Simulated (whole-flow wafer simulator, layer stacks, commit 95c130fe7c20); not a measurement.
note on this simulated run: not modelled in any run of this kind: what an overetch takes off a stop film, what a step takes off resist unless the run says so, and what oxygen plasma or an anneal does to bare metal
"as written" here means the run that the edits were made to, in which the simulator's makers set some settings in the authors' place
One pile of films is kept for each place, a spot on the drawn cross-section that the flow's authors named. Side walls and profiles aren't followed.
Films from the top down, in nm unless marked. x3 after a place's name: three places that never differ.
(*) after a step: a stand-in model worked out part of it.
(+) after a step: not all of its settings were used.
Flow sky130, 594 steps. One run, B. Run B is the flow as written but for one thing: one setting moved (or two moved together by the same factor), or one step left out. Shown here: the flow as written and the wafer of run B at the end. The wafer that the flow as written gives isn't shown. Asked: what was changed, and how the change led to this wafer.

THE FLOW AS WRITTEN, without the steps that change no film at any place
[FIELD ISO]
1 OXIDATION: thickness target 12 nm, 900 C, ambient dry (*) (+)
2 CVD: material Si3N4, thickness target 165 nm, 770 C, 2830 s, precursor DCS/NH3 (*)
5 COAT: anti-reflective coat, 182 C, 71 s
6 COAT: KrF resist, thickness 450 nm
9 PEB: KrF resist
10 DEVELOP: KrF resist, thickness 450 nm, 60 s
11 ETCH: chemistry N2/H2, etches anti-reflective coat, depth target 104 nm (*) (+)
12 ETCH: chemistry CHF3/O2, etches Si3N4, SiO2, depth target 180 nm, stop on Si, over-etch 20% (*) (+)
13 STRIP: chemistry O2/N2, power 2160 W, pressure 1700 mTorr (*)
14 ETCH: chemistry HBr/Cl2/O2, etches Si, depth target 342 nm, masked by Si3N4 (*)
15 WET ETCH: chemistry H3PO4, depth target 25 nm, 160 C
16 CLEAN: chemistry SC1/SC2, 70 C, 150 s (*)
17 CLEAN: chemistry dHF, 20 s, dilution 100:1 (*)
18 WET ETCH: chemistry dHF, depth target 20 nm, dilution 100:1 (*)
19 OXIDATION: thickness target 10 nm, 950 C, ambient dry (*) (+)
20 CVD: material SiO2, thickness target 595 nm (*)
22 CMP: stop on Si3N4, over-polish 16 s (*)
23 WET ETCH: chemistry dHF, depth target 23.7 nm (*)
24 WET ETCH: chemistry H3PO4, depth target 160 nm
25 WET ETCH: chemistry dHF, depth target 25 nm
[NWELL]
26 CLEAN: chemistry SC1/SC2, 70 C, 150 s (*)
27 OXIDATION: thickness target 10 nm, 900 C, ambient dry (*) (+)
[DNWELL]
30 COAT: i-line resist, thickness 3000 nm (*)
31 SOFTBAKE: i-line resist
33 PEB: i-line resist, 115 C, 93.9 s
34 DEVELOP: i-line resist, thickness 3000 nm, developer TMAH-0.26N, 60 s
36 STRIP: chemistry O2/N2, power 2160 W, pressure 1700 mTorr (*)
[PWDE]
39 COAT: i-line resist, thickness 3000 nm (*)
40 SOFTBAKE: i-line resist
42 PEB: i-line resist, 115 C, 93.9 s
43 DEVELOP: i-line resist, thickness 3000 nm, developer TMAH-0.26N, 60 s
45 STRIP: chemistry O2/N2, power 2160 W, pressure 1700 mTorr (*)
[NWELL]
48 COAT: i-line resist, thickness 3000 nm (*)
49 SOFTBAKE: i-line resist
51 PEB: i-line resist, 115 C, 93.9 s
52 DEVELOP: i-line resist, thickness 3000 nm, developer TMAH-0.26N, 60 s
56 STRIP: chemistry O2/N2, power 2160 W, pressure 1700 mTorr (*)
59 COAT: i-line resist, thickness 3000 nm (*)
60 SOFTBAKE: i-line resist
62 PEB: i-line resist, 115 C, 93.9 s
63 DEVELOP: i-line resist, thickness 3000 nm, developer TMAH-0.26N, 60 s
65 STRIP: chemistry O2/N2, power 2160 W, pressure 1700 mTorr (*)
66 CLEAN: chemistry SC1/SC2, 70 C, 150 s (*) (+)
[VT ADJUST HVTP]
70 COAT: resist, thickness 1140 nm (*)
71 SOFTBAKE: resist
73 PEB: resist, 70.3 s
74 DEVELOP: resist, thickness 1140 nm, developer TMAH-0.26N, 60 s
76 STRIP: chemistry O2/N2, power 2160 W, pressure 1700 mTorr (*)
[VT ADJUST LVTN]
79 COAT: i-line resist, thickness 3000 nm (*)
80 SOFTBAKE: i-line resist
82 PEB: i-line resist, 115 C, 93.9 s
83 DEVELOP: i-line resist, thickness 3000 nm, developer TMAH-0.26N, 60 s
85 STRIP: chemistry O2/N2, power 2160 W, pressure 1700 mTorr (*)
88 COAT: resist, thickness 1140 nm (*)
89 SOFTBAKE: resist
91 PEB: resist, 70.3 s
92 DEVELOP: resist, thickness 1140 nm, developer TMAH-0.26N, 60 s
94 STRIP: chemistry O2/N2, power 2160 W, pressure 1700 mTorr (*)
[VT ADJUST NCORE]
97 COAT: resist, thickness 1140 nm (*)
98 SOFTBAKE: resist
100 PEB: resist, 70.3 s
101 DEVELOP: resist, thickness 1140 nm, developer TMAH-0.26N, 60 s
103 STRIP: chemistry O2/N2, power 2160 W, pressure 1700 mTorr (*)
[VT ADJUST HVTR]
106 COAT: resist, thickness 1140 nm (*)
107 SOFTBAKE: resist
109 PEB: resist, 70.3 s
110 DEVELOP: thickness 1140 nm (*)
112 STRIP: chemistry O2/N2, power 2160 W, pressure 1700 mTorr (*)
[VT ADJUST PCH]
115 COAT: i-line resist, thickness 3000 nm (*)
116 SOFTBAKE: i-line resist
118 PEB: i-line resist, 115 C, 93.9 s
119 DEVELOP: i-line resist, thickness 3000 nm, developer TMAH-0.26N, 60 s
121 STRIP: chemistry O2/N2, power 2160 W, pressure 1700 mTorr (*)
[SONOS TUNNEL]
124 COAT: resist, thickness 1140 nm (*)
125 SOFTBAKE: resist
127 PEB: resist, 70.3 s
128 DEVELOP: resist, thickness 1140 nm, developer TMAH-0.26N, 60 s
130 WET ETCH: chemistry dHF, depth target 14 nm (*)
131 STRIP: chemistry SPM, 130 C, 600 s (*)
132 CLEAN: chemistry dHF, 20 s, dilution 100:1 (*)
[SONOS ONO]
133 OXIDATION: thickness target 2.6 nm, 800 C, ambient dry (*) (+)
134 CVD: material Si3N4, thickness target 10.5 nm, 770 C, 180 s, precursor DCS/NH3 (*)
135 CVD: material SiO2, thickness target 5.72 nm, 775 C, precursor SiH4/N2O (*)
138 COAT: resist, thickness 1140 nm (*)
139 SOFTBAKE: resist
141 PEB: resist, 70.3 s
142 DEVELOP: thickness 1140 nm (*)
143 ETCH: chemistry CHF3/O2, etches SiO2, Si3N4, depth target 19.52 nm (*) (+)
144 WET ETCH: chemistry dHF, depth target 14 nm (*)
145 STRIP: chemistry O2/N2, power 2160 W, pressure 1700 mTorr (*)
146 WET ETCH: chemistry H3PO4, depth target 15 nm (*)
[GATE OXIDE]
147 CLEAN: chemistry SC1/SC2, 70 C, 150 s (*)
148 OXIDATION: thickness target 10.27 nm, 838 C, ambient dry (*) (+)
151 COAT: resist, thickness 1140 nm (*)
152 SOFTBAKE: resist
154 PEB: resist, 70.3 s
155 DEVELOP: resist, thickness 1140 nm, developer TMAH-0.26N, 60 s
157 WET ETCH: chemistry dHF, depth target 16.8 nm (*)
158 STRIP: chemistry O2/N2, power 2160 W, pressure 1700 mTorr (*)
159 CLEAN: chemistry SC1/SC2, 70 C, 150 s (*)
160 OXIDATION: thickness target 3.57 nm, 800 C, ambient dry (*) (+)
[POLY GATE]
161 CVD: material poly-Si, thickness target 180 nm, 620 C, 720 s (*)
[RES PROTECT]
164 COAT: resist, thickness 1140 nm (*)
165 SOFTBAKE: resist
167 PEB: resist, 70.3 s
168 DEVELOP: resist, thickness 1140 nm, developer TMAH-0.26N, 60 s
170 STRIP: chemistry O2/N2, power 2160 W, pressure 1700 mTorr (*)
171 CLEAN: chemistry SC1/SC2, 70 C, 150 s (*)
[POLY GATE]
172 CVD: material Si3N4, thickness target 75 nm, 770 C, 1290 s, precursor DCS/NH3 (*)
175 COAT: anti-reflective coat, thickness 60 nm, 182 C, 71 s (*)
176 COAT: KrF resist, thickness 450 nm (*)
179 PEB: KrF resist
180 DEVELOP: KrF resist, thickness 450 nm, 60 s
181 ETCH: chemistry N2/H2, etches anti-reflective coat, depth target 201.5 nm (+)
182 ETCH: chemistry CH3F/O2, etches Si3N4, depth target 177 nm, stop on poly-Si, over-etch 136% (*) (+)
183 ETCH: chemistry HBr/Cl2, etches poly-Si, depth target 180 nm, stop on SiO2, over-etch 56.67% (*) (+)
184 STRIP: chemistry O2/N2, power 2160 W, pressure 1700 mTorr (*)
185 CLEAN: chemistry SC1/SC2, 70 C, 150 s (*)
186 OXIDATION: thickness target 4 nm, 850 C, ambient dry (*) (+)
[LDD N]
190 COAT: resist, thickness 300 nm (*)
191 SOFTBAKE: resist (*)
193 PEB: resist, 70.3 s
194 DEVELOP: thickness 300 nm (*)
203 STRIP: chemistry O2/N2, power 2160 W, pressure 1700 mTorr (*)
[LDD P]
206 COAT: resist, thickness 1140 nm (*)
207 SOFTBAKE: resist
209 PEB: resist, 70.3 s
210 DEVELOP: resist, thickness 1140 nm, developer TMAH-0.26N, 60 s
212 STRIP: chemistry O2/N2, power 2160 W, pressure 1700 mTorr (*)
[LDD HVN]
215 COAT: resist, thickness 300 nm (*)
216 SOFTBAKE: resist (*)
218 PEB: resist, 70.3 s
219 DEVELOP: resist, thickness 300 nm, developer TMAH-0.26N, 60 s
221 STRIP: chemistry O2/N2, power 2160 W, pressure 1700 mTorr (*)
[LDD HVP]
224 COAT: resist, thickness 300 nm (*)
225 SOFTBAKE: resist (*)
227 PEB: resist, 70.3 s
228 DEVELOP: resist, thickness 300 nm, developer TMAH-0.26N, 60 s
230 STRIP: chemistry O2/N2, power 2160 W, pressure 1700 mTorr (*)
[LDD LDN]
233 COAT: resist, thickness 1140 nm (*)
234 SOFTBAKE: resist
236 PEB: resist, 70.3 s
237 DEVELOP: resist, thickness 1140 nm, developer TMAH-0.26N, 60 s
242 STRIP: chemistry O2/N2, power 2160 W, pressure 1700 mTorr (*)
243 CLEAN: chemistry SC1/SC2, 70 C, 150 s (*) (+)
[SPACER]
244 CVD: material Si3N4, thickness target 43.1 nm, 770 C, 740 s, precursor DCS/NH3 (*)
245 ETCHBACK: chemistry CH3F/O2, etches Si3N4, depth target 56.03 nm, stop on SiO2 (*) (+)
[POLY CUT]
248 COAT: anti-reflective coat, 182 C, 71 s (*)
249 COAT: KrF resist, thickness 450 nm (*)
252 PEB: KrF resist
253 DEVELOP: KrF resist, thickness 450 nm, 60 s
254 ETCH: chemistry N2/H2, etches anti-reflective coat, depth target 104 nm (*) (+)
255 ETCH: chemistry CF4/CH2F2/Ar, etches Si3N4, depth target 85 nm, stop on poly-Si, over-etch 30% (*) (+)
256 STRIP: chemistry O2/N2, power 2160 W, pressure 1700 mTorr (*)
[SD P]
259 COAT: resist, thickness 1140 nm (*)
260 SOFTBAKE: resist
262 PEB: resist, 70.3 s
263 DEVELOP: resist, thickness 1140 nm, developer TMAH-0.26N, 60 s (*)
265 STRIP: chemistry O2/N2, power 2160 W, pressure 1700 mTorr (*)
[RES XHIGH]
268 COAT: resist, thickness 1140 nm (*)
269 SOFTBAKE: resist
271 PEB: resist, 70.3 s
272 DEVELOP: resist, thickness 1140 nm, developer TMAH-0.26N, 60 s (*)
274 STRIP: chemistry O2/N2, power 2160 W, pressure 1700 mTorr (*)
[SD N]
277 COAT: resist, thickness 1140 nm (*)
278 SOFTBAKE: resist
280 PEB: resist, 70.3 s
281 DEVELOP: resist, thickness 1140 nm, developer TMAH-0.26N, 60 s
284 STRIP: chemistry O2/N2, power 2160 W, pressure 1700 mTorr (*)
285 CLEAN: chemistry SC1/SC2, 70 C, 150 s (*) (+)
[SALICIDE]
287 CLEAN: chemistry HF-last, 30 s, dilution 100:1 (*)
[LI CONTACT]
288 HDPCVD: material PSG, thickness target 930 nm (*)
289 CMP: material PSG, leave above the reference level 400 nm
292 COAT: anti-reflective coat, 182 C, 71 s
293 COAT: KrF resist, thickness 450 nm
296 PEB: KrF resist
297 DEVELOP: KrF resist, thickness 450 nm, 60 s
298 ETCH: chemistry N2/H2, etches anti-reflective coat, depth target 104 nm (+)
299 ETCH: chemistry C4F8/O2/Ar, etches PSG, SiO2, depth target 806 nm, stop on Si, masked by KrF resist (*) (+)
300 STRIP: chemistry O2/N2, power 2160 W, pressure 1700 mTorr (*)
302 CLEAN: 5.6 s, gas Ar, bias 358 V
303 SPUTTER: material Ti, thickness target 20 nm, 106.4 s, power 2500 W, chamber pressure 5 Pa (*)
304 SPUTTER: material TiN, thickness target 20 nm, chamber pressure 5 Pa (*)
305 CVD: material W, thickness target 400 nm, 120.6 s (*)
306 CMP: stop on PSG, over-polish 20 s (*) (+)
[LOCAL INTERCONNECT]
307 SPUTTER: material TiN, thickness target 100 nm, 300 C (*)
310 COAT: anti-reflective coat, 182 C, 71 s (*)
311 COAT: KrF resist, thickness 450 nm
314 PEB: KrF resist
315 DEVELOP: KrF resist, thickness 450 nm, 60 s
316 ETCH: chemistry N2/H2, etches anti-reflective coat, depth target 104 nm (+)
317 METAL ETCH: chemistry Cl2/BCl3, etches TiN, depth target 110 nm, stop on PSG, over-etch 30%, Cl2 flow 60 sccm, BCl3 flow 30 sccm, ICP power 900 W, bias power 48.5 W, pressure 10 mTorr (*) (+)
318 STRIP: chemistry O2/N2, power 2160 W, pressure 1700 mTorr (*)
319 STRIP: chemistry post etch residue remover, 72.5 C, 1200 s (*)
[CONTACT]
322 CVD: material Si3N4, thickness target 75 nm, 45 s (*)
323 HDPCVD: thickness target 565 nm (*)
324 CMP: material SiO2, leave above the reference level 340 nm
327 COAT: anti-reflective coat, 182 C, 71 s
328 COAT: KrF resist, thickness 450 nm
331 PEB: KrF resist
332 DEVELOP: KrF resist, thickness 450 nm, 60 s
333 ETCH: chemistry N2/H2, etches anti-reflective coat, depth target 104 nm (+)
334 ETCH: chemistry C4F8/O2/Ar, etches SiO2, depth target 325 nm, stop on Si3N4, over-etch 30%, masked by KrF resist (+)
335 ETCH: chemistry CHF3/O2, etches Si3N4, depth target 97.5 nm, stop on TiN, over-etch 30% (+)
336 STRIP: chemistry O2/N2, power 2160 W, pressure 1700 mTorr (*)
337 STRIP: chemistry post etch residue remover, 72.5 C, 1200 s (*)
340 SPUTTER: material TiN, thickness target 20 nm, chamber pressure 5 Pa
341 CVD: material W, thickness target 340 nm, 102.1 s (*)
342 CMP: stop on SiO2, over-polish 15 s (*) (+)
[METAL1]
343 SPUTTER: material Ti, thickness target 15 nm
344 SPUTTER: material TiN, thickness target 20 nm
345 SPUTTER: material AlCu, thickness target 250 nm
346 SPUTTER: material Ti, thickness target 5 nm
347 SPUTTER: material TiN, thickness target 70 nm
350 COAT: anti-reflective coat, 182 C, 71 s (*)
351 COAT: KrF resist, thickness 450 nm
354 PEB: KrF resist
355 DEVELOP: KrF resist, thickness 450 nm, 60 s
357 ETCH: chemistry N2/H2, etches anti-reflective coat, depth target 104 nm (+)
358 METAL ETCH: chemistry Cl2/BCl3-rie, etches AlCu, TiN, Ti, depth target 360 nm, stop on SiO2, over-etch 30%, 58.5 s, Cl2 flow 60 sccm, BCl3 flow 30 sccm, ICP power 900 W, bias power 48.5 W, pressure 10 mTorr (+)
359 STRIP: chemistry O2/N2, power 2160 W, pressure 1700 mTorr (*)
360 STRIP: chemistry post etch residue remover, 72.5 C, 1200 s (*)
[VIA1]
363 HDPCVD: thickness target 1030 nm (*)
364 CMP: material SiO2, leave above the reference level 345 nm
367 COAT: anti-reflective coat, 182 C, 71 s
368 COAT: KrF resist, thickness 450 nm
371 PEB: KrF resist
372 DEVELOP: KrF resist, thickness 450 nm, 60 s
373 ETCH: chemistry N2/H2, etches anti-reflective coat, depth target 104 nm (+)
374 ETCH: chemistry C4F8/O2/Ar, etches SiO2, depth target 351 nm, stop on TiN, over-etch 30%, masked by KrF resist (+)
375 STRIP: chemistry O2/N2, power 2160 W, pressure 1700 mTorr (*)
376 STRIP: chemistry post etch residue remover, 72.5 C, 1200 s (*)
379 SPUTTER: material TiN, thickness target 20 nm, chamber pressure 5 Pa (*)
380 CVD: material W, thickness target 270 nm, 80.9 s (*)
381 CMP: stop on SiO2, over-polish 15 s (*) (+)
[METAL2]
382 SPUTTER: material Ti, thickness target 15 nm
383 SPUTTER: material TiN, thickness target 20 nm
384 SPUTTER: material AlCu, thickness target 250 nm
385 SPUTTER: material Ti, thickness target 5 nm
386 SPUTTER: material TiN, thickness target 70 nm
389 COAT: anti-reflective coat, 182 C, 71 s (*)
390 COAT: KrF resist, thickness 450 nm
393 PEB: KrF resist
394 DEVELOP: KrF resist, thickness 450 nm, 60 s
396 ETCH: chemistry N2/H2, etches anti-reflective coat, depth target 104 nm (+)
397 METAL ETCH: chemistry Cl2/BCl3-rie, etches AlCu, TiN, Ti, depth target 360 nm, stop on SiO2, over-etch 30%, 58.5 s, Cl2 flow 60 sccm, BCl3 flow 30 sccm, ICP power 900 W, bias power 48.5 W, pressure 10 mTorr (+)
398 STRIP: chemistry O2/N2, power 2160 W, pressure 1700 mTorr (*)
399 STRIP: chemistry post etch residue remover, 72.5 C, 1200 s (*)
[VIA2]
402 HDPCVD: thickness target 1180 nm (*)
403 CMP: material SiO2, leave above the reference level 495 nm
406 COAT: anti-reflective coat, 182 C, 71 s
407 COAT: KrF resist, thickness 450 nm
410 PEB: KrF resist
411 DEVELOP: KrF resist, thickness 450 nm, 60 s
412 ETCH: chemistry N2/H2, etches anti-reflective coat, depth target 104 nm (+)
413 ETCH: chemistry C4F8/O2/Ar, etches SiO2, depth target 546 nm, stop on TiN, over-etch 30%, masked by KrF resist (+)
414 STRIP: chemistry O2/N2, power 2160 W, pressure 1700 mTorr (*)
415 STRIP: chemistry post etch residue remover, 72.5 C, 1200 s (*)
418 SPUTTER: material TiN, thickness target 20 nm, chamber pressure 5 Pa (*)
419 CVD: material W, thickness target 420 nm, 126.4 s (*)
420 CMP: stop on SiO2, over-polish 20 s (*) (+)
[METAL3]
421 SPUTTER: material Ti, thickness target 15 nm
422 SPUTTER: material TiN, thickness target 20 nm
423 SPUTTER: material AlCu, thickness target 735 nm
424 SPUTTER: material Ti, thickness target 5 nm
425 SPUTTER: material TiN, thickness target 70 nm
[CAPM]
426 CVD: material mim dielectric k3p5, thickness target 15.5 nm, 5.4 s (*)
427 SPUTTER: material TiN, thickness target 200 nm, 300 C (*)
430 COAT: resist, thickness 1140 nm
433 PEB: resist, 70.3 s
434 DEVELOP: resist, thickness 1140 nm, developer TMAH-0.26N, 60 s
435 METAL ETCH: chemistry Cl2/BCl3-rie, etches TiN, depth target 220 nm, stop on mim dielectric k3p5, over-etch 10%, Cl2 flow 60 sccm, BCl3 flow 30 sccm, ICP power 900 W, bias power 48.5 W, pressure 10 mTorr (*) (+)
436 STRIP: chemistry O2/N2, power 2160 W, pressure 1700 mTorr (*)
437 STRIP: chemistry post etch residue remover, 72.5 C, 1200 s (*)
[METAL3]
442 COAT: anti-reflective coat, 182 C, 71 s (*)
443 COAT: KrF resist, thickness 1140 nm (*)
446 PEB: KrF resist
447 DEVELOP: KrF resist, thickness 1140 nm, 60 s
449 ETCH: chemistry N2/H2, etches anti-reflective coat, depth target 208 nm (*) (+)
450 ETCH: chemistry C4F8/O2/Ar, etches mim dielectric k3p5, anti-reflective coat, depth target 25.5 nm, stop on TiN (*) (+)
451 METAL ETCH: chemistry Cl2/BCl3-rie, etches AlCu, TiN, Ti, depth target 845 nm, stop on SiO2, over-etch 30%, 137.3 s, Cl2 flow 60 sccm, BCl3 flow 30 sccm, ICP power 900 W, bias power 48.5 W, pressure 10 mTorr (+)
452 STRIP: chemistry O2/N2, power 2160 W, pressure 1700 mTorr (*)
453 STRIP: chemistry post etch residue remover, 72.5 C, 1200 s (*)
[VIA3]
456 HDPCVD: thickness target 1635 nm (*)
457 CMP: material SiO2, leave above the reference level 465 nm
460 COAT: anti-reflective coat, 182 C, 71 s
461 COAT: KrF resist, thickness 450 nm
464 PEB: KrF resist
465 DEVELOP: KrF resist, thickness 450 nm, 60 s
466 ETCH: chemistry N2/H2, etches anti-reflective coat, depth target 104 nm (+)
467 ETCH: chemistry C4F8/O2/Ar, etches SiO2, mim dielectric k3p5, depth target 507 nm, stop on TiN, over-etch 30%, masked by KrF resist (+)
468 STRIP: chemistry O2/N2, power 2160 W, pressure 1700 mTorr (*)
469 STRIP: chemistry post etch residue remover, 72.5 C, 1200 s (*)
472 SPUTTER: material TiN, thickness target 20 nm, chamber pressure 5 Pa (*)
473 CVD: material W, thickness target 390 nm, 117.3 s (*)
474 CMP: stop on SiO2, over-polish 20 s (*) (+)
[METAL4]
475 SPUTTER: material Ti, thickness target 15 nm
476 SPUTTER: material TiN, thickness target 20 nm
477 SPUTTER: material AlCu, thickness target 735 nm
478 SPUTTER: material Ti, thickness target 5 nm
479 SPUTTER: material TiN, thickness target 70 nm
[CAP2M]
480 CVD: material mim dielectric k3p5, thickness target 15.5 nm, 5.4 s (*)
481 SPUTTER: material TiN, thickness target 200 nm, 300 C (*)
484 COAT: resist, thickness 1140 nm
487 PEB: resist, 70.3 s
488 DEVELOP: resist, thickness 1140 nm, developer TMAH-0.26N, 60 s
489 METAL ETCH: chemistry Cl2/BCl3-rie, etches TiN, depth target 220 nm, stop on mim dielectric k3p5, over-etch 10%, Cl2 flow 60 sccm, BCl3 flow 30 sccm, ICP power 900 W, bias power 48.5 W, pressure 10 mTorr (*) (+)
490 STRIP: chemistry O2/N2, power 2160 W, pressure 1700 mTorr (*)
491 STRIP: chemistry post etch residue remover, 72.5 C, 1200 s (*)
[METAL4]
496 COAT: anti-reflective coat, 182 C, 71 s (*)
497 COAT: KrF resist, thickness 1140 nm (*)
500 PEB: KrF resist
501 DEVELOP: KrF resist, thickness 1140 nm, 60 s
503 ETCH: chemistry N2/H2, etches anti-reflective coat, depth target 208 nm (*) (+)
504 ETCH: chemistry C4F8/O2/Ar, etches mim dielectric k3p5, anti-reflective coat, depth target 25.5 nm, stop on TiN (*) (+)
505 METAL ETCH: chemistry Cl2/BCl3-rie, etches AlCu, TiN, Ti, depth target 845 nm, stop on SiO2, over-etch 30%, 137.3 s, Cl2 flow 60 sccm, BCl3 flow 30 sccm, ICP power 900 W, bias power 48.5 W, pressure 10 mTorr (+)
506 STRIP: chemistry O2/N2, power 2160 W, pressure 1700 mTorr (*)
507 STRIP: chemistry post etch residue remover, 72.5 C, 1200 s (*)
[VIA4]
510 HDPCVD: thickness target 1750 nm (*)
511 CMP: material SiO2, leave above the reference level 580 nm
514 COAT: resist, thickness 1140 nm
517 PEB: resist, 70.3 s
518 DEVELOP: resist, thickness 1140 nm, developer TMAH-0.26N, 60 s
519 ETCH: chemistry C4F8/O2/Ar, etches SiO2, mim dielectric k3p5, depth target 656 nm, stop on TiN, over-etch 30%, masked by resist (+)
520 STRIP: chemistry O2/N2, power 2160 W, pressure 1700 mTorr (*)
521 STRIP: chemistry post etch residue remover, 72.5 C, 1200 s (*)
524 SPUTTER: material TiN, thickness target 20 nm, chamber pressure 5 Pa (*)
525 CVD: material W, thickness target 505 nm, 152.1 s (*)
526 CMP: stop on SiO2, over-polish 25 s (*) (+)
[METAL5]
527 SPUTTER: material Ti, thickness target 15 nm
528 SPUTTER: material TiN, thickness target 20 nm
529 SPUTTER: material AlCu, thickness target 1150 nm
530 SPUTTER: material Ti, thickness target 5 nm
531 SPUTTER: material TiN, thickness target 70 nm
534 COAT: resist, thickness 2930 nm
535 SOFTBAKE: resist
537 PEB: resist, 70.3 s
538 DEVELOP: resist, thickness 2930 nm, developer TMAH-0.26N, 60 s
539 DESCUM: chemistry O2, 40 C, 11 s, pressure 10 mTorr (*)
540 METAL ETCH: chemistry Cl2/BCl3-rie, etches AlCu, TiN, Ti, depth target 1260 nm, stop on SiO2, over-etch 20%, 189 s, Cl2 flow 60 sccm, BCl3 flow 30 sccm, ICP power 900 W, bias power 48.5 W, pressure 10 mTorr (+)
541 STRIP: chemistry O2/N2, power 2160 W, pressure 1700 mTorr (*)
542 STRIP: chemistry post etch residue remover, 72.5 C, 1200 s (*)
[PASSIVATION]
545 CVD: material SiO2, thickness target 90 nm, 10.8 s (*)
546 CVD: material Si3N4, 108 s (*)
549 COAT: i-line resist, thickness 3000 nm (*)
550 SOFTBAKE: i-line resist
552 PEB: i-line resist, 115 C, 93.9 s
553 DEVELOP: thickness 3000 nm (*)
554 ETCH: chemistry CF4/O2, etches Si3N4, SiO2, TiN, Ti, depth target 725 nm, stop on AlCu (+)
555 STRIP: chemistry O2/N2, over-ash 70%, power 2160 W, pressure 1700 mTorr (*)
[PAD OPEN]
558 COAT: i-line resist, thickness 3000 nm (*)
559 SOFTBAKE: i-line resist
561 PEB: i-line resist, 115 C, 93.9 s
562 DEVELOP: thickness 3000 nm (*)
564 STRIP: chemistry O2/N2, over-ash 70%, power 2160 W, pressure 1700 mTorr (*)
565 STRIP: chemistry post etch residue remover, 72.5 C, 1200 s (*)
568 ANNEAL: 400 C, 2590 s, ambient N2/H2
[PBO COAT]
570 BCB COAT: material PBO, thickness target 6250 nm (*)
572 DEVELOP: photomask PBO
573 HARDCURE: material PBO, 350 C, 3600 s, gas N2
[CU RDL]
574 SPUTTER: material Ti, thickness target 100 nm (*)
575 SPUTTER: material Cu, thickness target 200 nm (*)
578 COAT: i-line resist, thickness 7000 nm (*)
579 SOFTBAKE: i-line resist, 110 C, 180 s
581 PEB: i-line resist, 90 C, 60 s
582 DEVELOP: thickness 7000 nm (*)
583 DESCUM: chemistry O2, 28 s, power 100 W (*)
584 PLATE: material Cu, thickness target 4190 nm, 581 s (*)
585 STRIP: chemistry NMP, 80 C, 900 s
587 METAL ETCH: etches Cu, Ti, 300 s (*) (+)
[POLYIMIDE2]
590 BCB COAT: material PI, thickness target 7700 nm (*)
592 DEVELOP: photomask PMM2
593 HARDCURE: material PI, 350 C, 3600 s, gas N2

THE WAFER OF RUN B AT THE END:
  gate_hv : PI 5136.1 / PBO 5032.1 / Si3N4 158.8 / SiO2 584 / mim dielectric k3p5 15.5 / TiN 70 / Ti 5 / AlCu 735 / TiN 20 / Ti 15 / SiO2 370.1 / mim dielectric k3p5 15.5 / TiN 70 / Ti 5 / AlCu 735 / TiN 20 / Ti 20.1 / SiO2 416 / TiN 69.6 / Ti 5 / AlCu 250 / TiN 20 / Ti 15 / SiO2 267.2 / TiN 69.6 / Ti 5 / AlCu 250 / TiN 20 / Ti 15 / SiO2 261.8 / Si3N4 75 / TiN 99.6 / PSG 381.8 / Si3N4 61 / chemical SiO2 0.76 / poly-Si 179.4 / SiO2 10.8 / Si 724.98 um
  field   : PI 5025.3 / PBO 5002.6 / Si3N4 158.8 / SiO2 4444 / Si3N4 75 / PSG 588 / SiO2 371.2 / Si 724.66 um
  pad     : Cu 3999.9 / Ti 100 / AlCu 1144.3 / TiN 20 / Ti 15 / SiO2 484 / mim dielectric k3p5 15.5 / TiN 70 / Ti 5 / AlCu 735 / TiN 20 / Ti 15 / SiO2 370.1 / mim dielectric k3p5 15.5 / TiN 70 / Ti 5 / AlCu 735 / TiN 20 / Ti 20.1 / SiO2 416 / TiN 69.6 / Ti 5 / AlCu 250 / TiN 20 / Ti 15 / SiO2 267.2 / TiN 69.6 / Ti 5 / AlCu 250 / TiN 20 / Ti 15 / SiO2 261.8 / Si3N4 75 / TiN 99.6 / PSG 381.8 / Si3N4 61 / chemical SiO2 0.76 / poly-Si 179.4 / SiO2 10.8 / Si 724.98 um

The cause: step 421, SPUTTER: thickness target 20.1 nm was run, where the flow has thickness target 15 nm.
It can be read off the wafer: gate_hv has Ti 20.1, and step 421 as written asks for 15 nm.

How the change led to this, step by step:
  421 SPUTTER: material Ti, thickness target 15 nm
      field, active, n_well and 188 more: Ti +20.1 (new film) (as written it would be: Ti +15 (new film))
  451 METAL ETCH: chemistry Cl2/BCl3-rie, etches AlCu, TiN, Ti, depth target 845 nm, stop on SiO2, over-etch 30%, 137.3 s, Cl2 flow 60 sccm, BCl3 flow 30 sccm, ICP power 900 W, bias power 48.5 W, pressure 10 mTorr (+)
      field, gate, spacer and 68 more: TiN -70 (all of it), Ti -5 (all of it), AlCu -735 (all of it), TiN -20 (all of it), Ti -20.1 (all of it), SiO2 -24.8 (as written it would be: TiN -70 (all of it), Ti -5 (all of it), AlCu -735 (all of it), TiN -20 (all of it), Ti -15 (all of it), SiO2 -25.4)
      active, vpp_ln, vpp_iso2 and 11 more: TiN -70 (all of it), Ti -5 (all of it), AlCu -735 (all of it), TiN -20 (all of it), Ti -20.1 (all of it), SiO2 -24.8 (as written it would be: TiN -70 (all of it), Ti -5 (all of it), AlCu -735 (all of it), TiN -20 (all of it), Ti -15 (all of it), SiO2 -25.3)
